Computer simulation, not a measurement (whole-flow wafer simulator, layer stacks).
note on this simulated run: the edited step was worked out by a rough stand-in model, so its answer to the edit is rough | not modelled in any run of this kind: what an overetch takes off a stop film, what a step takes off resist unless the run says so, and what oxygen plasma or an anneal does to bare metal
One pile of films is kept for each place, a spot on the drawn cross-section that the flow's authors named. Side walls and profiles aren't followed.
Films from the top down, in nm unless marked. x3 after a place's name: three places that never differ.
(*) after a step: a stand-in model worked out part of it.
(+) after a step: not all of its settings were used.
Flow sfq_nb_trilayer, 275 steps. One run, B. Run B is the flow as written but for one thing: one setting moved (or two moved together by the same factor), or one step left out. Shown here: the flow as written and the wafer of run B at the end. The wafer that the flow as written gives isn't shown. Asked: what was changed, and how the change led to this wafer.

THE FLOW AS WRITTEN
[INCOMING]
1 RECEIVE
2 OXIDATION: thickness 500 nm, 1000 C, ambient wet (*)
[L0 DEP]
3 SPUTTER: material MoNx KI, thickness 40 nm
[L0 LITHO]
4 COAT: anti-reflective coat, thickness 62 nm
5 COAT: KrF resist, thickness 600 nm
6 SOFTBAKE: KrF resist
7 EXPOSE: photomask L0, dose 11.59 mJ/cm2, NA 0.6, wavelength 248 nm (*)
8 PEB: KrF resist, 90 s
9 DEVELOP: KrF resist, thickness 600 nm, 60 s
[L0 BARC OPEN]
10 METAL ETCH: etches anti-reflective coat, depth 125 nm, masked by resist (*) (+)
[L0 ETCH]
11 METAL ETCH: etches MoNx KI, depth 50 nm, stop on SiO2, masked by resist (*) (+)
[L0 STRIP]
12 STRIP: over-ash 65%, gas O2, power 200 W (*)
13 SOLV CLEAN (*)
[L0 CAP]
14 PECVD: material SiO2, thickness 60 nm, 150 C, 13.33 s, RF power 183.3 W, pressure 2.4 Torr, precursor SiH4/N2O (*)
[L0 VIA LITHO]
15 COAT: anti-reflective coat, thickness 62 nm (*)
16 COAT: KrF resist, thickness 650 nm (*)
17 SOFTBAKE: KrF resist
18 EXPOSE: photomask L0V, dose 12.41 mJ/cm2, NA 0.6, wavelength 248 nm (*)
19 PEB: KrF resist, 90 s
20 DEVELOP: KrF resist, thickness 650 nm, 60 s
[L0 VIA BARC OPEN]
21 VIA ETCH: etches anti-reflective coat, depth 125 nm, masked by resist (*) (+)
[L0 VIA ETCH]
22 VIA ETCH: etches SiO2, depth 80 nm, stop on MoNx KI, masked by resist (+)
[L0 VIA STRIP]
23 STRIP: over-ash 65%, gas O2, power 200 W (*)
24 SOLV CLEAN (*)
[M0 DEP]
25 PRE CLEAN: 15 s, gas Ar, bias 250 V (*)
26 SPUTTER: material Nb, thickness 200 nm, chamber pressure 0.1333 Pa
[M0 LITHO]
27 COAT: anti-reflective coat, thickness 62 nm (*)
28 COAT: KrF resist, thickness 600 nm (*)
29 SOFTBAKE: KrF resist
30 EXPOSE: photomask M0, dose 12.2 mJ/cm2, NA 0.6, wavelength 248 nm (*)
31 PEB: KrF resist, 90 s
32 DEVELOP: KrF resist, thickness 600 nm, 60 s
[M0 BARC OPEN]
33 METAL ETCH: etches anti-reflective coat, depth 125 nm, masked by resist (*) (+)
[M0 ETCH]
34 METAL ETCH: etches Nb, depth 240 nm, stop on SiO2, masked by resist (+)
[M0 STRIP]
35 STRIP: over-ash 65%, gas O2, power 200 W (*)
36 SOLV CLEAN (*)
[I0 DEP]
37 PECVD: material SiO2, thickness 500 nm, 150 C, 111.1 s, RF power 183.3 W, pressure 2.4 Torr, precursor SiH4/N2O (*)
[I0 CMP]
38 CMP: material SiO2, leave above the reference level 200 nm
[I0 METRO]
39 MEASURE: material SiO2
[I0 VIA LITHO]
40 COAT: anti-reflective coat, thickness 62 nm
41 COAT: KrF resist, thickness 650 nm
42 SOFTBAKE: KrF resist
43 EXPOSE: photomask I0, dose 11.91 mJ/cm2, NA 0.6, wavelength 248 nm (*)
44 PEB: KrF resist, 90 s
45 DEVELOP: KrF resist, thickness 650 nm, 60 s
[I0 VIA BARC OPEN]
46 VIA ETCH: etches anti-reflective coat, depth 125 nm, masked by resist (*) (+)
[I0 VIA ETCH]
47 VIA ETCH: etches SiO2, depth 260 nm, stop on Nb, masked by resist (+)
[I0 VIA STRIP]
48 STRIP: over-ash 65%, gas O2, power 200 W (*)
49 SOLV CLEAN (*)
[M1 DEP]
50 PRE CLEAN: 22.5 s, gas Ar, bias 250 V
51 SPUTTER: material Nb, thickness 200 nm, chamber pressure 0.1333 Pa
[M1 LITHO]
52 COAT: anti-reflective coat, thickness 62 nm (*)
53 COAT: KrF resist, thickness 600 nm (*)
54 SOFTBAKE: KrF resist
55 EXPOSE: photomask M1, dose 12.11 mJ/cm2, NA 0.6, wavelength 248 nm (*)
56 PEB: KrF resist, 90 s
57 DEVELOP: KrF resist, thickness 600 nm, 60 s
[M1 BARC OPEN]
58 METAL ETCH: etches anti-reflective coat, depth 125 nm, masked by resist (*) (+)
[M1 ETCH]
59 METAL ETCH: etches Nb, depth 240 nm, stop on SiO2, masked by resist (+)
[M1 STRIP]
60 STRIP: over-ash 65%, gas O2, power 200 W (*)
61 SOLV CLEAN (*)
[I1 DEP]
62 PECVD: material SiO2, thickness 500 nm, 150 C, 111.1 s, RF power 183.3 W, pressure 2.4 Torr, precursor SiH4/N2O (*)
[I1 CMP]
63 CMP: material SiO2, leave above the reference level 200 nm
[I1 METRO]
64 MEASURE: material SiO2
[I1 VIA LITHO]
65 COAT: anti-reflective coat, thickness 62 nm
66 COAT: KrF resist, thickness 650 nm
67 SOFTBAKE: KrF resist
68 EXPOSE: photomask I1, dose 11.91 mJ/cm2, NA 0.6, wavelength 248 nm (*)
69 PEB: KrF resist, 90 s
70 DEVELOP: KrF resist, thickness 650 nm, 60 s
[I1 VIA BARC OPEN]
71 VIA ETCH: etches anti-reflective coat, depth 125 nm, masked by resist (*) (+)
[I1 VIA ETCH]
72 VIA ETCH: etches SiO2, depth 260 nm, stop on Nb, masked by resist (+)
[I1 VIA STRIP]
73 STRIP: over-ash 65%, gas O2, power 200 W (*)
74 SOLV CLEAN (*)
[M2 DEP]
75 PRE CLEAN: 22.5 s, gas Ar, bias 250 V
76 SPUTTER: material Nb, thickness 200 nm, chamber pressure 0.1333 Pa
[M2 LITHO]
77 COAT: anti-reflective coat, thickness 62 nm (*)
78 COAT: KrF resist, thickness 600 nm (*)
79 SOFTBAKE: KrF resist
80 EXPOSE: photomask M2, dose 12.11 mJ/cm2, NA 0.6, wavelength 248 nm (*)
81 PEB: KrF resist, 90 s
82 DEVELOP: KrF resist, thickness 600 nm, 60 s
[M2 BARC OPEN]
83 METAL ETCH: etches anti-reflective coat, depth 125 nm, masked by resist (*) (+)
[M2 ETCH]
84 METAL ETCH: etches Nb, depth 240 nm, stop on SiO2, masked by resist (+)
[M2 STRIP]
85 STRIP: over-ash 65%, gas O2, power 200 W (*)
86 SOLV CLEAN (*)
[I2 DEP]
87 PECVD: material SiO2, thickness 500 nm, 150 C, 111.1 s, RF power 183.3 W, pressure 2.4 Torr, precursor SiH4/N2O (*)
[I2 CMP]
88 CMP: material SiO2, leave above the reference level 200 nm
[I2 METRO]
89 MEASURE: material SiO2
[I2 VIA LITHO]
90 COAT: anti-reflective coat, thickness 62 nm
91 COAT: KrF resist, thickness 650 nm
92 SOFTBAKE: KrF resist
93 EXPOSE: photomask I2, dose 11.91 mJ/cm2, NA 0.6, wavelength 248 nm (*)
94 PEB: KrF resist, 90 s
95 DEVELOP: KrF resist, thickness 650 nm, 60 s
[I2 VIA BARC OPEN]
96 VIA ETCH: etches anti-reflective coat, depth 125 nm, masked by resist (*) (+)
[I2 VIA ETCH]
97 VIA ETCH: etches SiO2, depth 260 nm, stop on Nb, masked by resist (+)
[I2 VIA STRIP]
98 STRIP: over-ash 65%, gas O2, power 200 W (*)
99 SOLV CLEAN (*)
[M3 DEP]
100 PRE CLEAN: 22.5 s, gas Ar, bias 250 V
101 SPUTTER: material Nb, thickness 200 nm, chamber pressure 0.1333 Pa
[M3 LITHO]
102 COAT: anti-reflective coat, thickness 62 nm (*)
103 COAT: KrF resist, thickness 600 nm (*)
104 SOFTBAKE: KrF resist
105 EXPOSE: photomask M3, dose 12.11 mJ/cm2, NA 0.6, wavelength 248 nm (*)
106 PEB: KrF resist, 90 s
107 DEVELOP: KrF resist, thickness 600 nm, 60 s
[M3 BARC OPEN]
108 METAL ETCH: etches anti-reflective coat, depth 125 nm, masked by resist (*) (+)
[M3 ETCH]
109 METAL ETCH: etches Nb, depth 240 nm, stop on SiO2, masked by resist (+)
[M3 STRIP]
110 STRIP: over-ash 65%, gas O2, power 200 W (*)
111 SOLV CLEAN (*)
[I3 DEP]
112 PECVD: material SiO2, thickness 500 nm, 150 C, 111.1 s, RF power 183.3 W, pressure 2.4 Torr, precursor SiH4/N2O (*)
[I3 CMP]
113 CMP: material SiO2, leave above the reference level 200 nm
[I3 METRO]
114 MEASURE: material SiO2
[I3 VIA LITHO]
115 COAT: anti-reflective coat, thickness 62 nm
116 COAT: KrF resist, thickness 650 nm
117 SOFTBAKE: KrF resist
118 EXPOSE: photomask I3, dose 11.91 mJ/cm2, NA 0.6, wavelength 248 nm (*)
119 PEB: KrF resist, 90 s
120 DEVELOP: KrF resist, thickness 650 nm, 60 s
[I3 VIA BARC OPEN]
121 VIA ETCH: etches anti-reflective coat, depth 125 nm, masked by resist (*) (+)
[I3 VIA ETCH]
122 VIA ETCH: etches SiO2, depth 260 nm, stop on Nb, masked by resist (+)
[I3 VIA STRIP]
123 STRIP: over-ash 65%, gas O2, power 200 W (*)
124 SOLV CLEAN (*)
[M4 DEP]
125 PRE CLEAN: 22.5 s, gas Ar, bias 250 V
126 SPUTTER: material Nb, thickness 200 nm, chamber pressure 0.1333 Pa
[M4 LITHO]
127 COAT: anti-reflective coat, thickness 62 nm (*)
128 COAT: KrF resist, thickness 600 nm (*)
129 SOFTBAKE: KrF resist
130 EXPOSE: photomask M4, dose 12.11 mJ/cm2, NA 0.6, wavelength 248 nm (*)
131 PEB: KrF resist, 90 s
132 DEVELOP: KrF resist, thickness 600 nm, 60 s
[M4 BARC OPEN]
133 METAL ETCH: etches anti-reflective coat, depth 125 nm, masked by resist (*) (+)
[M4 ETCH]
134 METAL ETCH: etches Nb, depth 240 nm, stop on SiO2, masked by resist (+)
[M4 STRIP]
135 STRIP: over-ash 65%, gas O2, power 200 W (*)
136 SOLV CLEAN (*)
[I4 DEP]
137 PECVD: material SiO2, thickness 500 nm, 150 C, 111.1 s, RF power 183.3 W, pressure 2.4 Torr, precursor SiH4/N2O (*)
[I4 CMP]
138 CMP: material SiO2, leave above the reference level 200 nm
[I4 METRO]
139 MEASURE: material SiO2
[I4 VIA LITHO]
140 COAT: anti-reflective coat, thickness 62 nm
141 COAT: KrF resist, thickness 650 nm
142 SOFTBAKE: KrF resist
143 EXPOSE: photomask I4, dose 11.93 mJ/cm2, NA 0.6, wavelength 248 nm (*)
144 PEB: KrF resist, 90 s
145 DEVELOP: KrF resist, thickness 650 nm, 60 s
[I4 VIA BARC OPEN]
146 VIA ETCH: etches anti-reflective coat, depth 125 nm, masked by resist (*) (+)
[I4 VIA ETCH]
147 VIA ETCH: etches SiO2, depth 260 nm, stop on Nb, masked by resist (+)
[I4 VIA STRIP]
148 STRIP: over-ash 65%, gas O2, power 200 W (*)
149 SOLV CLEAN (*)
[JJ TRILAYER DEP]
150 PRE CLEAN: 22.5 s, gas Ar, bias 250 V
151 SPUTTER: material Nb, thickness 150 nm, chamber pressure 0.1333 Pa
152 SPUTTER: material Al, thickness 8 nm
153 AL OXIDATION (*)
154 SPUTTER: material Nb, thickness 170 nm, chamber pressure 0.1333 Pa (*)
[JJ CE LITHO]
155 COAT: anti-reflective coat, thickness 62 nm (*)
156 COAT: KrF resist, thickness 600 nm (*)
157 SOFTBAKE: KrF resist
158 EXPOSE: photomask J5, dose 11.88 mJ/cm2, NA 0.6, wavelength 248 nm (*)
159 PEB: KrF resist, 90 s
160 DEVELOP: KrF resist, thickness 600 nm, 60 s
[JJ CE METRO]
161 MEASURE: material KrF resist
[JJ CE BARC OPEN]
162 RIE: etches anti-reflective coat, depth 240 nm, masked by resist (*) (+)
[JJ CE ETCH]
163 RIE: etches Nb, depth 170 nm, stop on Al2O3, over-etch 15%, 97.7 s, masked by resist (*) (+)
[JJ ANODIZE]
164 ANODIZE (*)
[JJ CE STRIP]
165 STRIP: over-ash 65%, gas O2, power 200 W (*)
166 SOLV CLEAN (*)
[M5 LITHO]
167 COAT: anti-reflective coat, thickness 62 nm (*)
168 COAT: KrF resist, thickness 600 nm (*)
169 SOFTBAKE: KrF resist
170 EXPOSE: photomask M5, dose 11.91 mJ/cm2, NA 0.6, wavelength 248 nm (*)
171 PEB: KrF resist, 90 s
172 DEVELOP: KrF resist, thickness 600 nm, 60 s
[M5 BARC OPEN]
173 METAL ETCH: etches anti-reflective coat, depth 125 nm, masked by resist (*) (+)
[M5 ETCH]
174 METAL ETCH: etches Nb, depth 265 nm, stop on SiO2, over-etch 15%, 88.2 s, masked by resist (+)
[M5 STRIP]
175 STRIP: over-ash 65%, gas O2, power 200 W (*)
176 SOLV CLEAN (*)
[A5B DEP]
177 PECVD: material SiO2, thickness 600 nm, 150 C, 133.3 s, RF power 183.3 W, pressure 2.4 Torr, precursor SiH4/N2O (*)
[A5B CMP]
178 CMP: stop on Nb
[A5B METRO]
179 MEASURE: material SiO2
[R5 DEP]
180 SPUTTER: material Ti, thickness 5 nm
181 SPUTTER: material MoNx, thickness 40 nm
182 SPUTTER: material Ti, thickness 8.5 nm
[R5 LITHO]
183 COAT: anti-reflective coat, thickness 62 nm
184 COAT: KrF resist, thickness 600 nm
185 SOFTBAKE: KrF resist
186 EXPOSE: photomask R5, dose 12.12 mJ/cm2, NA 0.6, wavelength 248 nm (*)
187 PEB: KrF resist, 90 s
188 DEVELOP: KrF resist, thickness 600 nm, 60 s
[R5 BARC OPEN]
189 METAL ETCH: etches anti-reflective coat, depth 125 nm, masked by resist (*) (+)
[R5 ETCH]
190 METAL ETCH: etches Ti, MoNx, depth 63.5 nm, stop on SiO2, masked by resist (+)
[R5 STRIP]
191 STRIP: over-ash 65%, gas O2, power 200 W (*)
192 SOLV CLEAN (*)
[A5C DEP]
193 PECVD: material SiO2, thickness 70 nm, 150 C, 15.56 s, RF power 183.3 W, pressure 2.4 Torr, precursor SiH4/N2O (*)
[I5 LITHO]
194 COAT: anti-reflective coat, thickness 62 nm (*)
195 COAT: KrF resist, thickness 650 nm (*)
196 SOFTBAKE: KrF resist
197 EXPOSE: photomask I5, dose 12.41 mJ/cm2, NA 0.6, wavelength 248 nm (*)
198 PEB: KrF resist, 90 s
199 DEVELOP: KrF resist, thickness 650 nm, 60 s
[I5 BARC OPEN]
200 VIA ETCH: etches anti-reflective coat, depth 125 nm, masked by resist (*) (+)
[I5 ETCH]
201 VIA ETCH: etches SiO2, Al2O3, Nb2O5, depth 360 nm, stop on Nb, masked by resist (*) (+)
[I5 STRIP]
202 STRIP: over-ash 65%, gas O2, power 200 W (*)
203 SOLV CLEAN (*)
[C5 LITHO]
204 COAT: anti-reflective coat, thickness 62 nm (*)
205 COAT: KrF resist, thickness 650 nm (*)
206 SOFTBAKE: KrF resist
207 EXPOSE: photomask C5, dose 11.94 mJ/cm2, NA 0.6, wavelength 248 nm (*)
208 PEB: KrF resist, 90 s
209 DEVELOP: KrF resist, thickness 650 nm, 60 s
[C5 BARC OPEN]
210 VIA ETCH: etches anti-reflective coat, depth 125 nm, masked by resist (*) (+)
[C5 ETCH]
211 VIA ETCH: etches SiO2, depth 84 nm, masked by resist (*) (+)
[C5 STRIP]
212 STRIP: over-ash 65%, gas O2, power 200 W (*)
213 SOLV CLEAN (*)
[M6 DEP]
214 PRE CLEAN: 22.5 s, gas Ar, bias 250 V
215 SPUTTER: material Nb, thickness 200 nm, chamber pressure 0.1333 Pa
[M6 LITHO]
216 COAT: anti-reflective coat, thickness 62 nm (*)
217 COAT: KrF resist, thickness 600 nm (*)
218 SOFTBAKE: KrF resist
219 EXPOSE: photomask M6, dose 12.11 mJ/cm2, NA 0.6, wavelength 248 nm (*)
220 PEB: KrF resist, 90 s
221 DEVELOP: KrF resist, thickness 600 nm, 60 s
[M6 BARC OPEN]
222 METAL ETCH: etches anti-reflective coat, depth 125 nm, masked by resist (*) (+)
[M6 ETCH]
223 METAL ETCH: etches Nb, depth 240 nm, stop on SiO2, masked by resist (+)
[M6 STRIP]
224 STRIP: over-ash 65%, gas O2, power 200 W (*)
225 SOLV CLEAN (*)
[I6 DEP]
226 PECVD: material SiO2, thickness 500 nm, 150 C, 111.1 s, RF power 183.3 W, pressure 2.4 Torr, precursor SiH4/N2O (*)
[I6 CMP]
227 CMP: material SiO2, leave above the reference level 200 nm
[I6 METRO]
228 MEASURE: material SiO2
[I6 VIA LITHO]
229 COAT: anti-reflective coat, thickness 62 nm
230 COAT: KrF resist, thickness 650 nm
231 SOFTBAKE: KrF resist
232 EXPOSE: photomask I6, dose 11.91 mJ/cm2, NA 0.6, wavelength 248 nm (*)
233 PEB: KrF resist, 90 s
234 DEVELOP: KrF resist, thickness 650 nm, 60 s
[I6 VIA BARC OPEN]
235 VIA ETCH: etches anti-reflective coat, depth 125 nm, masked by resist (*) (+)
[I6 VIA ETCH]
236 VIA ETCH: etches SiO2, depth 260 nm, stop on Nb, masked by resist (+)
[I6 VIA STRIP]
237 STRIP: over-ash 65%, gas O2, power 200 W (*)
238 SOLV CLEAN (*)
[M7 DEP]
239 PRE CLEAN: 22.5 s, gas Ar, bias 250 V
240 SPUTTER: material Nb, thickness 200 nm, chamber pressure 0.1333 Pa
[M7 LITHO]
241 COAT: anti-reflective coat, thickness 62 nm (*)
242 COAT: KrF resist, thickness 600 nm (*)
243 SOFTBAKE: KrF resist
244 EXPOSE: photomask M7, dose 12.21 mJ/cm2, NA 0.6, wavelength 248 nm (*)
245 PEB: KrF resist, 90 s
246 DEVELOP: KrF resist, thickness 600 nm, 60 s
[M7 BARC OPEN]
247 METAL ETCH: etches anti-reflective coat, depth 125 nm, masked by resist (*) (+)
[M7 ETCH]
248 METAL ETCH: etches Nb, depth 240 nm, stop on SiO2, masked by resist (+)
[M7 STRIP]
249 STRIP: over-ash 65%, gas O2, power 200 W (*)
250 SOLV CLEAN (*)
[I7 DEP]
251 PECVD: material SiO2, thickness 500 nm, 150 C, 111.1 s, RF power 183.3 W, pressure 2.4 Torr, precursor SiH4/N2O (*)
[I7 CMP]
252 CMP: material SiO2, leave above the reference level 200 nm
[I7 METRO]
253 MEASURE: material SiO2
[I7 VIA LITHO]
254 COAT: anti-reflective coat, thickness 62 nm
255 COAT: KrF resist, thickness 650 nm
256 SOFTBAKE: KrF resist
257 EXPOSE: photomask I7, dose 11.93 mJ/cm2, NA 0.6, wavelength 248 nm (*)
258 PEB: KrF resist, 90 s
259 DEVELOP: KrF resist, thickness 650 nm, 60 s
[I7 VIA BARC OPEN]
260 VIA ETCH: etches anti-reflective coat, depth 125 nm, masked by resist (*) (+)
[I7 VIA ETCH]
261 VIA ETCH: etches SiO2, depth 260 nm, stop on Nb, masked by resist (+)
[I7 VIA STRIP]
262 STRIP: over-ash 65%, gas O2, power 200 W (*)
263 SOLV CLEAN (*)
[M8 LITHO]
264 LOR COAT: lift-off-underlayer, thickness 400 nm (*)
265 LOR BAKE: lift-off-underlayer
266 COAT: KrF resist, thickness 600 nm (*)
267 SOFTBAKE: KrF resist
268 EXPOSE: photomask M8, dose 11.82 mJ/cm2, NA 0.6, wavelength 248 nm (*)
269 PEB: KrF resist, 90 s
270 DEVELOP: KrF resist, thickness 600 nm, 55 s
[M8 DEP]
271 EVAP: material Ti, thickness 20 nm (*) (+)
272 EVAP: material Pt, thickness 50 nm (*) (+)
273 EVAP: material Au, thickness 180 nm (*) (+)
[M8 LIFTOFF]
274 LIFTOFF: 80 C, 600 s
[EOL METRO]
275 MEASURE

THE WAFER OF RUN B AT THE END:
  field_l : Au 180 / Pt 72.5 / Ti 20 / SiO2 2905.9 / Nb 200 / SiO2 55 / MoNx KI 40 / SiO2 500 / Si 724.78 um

The cause: step 272, EVAP: thickness 72.5 nm was run, where the flow has thickness 50 nm.
It can be read off the wafer: field_l has Pt 72.5, and step 272 as written asks for 50 nm.

How the change led to this, step by step:
  272 EVAP: material Pt, thickness 50 nm (*) (+)
      field_l, v_sur, via_wl and 103 more: Pt +72.5 (new film) (as written it would be: Pt +50 (new film))
  274 LIFTOFF: 80 C, 600 s
      p4_fl, p4_fm, p4_w1 and 71 more: Au -180 (all of it), Pt -72.5 (all of it), Ti -20 (all of it), KrF resist -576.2 (all of it), lift-off-underlayer -400 (all of it) (as written it would be: Au -180 (all of it), Pt -50 (all of it), Ti -20 (all of it), KrF resist -576.2 (all of it), lift-off-underlayer -400 (all of it))
      c5j, ce_r: Au -180 (all of it), Pt -72.5 (all of it), Ti -20 (all of it), KrF resist -573.3 (all of it), lift-off-underlayer -399.3 (all of it) (as written it would be: Au -180 (all of it), Pt -50 (all of it), Ti -20 (all of it), KrF resist -573.3 (all of it), lift-off-underlayer -399.3 (all of it))
      (and at 19 more places)
